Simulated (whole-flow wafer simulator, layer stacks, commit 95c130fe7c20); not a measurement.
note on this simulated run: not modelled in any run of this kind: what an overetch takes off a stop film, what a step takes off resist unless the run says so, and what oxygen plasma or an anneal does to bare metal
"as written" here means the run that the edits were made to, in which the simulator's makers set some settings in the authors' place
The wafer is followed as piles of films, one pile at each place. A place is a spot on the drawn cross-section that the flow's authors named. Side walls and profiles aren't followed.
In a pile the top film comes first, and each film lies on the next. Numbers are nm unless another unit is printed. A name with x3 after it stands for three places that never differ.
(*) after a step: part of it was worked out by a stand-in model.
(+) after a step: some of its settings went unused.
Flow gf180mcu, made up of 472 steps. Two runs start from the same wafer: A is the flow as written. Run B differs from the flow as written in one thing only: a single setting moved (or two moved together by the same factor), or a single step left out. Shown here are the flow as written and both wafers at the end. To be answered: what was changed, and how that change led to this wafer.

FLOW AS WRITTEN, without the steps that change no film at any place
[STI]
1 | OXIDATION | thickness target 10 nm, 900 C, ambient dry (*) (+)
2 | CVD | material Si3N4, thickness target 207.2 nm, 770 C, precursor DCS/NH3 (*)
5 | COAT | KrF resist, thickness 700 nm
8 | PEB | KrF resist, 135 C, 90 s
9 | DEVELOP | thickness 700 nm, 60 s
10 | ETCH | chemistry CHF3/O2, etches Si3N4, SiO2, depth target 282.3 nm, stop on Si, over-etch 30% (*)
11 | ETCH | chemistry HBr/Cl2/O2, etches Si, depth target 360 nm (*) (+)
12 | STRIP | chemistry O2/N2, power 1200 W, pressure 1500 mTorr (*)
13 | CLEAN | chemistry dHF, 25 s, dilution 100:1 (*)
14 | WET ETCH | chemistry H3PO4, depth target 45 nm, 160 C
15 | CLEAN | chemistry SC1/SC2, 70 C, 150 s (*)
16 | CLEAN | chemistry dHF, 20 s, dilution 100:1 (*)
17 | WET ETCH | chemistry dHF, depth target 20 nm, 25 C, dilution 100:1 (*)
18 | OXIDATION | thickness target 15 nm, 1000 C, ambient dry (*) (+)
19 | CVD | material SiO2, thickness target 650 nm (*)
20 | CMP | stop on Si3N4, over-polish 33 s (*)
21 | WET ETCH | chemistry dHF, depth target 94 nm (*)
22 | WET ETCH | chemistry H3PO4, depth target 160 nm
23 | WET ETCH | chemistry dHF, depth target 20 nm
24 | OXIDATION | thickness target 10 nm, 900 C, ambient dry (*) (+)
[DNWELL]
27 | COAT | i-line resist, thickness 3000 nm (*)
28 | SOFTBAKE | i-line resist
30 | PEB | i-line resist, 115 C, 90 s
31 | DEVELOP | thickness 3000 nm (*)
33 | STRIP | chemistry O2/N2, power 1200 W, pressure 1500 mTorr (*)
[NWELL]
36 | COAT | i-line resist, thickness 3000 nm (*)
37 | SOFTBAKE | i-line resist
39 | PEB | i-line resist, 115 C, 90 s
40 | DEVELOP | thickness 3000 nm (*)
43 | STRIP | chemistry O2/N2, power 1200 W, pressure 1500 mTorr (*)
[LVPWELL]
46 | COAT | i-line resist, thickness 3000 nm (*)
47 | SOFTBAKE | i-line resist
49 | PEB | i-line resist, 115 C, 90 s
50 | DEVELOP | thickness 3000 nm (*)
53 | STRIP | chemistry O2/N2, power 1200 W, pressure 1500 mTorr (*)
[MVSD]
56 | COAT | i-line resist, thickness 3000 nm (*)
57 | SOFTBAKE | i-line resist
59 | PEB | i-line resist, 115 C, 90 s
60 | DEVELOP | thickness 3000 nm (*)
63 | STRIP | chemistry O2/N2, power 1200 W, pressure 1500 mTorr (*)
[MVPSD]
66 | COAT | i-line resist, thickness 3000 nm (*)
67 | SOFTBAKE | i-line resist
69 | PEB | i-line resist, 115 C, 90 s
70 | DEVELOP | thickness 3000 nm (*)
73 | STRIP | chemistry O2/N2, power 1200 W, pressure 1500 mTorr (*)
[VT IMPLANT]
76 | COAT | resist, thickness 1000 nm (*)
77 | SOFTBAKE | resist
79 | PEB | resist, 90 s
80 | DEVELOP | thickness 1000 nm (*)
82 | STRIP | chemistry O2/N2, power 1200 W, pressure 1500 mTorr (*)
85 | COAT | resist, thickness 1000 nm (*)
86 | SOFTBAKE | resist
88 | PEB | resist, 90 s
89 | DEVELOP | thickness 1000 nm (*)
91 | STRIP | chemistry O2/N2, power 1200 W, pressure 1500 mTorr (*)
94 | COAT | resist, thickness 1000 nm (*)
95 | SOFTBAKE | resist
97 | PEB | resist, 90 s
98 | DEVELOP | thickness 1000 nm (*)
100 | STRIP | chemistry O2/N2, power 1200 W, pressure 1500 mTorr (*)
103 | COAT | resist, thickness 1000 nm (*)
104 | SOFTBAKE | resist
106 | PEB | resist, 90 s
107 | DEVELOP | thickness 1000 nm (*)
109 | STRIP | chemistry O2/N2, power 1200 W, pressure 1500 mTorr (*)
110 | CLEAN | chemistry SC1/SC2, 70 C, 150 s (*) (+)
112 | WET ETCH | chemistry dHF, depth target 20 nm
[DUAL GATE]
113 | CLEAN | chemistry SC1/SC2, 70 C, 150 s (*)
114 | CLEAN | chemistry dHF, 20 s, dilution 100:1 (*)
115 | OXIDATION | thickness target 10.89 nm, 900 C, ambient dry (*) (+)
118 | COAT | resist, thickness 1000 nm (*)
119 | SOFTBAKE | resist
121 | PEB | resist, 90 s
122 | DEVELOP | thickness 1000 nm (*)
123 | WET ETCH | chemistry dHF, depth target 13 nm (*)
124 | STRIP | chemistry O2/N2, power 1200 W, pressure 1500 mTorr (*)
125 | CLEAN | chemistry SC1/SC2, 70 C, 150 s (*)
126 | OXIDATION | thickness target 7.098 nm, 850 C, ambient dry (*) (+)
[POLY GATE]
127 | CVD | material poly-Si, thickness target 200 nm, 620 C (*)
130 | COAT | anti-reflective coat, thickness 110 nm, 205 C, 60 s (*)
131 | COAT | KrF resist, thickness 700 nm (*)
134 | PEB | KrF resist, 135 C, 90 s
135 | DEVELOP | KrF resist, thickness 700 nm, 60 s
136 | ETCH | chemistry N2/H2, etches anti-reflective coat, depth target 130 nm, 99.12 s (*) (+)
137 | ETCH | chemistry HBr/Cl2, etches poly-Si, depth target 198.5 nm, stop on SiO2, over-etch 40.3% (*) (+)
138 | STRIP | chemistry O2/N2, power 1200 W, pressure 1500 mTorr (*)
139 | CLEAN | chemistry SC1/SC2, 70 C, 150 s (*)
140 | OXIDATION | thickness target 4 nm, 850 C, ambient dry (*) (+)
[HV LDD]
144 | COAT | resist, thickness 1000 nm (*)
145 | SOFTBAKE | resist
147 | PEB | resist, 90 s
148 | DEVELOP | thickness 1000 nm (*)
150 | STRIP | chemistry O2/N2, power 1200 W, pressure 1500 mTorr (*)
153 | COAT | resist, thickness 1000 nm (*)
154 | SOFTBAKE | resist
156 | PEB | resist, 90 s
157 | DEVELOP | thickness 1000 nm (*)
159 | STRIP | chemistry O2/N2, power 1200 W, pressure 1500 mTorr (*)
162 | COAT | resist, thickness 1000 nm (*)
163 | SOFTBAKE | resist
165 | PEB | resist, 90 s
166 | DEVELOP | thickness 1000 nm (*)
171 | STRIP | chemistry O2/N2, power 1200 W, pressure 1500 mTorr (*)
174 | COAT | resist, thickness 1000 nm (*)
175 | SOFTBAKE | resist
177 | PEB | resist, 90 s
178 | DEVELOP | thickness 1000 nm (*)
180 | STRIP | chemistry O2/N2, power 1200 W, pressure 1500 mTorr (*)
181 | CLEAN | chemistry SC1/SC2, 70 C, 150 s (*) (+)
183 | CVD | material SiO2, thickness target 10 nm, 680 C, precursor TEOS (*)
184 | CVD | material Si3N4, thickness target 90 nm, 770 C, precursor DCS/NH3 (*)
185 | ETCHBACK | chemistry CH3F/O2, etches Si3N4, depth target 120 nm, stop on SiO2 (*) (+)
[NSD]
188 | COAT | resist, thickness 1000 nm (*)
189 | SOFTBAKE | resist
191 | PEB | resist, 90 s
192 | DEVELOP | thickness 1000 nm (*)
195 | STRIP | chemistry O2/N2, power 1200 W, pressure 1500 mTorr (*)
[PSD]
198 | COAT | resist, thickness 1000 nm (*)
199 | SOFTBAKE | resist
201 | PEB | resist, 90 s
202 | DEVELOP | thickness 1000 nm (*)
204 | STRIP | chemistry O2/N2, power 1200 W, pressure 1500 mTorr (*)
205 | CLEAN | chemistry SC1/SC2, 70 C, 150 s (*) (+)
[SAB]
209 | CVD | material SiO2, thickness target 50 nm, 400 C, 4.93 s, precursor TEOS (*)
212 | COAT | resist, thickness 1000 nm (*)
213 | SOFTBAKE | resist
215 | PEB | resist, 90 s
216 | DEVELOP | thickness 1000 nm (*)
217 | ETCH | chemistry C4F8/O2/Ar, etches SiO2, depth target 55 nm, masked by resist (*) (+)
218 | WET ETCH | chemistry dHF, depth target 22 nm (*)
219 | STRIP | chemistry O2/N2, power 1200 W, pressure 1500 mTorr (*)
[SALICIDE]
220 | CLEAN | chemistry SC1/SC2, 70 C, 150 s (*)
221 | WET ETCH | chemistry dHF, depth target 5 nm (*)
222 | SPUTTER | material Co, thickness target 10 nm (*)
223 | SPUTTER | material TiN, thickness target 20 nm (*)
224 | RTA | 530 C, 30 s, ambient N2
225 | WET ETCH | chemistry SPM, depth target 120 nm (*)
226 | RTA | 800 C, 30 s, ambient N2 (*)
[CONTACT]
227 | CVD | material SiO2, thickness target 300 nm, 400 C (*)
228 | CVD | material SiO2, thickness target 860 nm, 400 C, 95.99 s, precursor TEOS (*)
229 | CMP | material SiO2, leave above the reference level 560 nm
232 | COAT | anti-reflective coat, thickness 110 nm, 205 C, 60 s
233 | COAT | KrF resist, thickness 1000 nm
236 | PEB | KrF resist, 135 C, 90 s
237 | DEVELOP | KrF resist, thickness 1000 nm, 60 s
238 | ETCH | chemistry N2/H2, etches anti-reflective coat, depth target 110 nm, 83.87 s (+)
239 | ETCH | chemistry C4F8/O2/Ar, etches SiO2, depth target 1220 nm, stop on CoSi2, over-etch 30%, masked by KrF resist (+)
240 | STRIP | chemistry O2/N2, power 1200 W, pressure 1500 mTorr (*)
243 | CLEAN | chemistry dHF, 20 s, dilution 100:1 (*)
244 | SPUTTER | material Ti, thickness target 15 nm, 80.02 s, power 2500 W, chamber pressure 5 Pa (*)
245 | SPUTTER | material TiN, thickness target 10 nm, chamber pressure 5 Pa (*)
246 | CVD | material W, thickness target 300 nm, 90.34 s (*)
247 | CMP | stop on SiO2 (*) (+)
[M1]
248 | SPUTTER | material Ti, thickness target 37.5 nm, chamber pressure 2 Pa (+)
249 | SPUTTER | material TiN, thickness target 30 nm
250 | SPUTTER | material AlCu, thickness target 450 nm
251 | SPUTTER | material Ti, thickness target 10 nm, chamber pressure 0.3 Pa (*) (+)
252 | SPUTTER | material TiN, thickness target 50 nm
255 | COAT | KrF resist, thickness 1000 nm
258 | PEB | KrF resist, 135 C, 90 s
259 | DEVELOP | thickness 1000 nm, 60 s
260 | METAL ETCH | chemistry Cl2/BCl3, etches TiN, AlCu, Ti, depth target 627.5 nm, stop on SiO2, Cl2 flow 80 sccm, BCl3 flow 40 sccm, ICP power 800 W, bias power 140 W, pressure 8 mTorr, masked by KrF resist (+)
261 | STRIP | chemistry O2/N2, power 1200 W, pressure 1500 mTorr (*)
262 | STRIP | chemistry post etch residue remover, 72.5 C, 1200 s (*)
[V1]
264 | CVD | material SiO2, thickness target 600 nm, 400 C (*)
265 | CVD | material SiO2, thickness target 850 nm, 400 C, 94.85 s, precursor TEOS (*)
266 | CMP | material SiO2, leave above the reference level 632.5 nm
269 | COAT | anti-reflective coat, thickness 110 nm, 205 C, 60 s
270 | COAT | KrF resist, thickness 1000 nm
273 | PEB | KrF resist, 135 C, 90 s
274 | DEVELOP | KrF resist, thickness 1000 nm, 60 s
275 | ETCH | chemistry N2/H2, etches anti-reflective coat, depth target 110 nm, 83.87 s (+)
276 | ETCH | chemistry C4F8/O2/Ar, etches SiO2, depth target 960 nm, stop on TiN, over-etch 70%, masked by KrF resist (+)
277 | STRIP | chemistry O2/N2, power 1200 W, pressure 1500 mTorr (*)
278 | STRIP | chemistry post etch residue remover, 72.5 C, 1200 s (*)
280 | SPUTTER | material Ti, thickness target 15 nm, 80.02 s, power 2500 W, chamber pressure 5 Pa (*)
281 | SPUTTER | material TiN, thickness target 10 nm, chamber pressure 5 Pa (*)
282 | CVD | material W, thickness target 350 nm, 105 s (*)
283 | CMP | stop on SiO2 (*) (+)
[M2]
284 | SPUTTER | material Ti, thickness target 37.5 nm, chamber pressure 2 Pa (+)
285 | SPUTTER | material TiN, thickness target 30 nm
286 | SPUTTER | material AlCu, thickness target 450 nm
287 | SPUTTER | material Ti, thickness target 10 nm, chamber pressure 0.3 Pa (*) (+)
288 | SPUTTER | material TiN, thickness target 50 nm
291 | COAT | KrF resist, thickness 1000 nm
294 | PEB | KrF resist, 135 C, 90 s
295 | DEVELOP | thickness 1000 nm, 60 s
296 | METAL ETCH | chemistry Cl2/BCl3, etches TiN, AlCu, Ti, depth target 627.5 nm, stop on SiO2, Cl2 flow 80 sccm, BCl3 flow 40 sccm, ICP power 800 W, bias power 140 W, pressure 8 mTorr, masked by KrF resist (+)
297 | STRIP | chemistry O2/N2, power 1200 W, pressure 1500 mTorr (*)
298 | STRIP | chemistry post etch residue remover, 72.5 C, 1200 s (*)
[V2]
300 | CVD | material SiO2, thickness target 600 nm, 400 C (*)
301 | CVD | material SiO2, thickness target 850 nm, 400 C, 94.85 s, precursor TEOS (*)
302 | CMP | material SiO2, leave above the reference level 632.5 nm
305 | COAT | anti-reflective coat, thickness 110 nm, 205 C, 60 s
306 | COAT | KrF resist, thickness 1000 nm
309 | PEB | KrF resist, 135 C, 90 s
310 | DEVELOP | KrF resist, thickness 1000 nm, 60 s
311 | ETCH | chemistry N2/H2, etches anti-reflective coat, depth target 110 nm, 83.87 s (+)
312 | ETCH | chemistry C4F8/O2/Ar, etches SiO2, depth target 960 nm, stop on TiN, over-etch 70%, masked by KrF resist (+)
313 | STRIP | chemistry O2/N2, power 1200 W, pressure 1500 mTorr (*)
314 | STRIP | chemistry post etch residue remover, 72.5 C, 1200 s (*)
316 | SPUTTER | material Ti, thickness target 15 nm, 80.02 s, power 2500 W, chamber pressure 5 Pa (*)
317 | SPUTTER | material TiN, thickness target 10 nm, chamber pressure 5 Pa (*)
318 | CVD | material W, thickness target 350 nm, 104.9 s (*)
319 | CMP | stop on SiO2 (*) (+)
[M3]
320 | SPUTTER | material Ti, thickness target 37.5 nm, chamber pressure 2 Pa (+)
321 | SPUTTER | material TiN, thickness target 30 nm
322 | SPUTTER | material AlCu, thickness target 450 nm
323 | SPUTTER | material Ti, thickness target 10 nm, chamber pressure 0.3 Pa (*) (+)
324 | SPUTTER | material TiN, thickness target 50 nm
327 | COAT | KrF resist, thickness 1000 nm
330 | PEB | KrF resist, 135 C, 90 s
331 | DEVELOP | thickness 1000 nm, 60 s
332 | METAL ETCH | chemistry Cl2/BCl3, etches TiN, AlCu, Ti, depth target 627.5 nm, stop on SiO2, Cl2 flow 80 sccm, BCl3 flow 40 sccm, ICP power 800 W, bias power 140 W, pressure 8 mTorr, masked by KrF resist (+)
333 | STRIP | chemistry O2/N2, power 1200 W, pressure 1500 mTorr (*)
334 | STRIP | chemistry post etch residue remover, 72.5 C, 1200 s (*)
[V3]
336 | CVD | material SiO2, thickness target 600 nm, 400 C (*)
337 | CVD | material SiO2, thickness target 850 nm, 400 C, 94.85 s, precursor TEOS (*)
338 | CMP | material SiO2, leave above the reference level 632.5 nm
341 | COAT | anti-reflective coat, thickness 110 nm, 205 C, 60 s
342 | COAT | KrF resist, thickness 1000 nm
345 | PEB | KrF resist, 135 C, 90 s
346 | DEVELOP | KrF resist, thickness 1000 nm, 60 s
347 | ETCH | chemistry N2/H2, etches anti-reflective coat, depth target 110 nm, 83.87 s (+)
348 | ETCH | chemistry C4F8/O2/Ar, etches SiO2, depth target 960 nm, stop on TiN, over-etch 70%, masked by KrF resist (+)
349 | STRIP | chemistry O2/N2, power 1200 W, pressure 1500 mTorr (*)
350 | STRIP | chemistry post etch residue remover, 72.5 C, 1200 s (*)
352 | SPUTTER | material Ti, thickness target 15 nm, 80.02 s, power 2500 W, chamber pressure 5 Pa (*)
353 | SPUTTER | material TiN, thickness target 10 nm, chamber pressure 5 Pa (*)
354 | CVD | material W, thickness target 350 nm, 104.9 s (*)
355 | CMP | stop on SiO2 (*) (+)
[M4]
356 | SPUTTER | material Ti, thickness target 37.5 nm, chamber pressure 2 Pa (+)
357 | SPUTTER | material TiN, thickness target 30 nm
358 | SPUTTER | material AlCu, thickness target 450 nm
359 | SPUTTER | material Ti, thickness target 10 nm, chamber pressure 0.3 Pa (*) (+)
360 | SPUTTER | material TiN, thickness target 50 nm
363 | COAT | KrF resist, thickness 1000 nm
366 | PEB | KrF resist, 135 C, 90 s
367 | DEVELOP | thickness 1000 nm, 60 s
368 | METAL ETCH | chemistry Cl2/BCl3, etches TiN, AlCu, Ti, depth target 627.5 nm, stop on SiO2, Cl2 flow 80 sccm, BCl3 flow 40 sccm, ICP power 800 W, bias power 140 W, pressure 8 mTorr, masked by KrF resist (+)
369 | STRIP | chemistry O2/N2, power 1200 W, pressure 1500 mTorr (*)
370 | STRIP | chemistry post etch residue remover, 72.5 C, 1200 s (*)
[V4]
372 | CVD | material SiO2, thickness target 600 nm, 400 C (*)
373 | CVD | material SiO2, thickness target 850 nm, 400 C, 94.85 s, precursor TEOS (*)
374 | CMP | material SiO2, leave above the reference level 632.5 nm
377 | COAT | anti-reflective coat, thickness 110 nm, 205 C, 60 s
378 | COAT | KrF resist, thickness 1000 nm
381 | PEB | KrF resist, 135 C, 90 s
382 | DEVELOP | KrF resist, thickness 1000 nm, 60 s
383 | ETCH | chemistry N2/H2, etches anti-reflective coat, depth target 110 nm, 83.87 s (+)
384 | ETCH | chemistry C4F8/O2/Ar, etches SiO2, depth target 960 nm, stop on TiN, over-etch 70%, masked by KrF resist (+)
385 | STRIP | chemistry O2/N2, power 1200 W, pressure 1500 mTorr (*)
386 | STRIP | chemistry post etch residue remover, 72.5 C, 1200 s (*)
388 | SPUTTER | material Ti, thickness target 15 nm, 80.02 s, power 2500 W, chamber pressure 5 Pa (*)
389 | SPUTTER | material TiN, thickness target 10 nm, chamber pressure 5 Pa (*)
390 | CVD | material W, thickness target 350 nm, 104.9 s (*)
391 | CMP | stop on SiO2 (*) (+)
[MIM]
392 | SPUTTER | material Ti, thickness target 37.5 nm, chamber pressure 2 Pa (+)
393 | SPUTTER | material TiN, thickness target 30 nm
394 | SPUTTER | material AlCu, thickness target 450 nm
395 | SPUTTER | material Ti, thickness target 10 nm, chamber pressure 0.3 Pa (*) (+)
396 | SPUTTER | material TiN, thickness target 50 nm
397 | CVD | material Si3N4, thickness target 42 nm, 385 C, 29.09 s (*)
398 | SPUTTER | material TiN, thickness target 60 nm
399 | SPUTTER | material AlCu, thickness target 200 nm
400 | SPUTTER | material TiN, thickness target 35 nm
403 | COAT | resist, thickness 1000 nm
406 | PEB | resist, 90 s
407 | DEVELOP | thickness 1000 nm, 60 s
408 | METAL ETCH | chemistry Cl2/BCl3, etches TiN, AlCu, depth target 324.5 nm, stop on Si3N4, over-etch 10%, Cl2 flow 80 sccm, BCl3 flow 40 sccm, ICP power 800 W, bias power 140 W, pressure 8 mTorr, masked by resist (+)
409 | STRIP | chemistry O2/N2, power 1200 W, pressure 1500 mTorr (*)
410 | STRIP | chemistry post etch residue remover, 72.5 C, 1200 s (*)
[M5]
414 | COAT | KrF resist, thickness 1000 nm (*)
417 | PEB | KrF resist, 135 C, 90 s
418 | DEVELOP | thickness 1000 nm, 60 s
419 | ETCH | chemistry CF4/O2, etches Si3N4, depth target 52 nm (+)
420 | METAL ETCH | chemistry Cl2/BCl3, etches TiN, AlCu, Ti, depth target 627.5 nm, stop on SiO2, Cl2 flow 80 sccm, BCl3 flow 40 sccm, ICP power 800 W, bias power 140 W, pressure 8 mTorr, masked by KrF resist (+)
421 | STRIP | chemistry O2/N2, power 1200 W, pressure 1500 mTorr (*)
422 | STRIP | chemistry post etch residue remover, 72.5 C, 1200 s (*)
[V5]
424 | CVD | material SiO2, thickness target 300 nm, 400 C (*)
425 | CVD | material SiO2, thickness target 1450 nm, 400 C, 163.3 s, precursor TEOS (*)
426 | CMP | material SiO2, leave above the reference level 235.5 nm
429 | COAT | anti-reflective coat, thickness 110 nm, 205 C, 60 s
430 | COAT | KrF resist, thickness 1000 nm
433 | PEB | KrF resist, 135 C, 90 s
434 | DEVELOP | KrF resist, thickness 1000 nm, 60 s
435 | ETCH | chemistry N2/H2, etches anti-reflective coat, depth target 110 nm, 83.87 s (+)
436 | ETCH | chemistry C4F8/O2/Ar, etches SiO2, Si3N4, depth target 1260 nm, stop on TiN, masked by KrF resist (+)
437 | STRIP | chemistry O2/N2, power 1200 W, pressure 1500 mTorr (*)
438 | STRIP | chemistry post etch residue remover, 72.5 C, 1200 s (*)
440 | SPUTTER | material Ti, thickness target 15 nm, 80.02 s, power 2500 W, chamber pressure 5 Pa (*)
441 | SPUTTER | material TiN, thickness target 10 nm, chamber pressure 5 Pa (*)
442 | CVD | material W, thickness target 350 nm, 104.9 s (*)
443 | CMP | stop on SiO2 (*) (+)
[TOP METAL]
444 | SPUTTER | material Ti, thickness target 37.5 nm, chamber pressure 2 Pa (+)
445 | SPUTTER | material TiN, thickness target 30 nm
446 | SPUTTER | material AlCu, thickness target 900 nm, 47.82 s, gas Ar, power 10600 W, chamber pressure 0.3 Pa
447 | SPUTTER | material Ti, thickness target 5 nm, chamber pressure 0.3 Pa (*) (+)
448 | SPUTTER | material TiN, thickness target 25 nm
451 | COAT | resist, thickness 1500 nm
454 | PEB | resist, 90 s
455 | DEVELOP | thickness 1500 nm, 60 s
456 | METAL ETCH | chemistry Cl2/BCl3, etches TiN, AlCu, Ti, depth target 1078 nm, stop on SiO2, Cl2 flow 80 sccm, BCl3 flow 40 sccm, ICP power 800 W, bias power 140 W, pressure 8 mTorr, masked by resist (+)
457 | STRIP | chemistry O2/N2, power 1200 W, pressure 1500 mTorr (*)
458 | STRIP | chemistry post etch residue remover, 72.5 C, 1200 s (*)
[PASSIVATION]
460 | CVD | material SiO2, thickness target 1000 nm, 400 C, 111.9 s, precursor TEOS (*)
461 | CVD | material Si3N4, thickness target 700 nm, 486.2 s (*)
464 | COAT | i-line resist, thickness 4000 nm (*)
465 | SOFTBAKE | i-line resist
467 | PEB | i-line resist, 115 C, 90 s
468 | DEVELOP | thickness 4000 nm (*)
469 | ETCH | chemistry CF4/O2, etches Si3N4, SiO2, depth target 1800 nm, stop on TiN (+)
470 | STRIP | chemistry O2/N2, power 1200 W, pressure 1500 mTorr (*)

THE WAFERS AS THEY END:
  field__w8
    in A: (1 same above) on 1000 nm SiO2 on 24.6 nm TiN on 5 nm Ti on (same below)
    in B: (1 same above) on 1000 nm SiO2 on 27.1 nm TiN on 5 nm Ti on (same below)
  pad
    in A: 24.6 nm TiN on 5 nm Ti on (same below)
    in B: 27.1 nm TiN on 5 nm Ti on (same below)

The reason: step 448, SPUTTER: thickness target 27.5 nm was run, though the flow has thickness target 25 nm.

Step by step, how the change led to this:
  448 | SPUTTER | material TiN, thickness target 25 nm
      field, field__w1, field__w2 and 109 more: A TiN gains 25 (new film) | B TiN gains 27.5 (new film)
  456 | METAL ETCH | chemistry Cl2/BCl3, etches TiN, AlCu, Ti, depth target 1078 nm, stop on SiO2, Cl2 flow 80 sccm, BCl3 flow 40 sccm, ICP power 800 W, bias power 140 W, pressure 8 mTorr, masked by resist (+)
      field, field__w1, field__w2 and 103 more: A TiN loses 25 (all of it), Ti loses 5 (all of it), AlCu loses 900 (all of it), TiN loses 30 (all of it), Ti loses 37.5 (all of it) | B TiN loses 27.5 (all of it), Ti loses 5 (all of it), AlCu loses 900 (all of it), TiN loses 30 (all of it), Ti loses 37.5 (all of it)
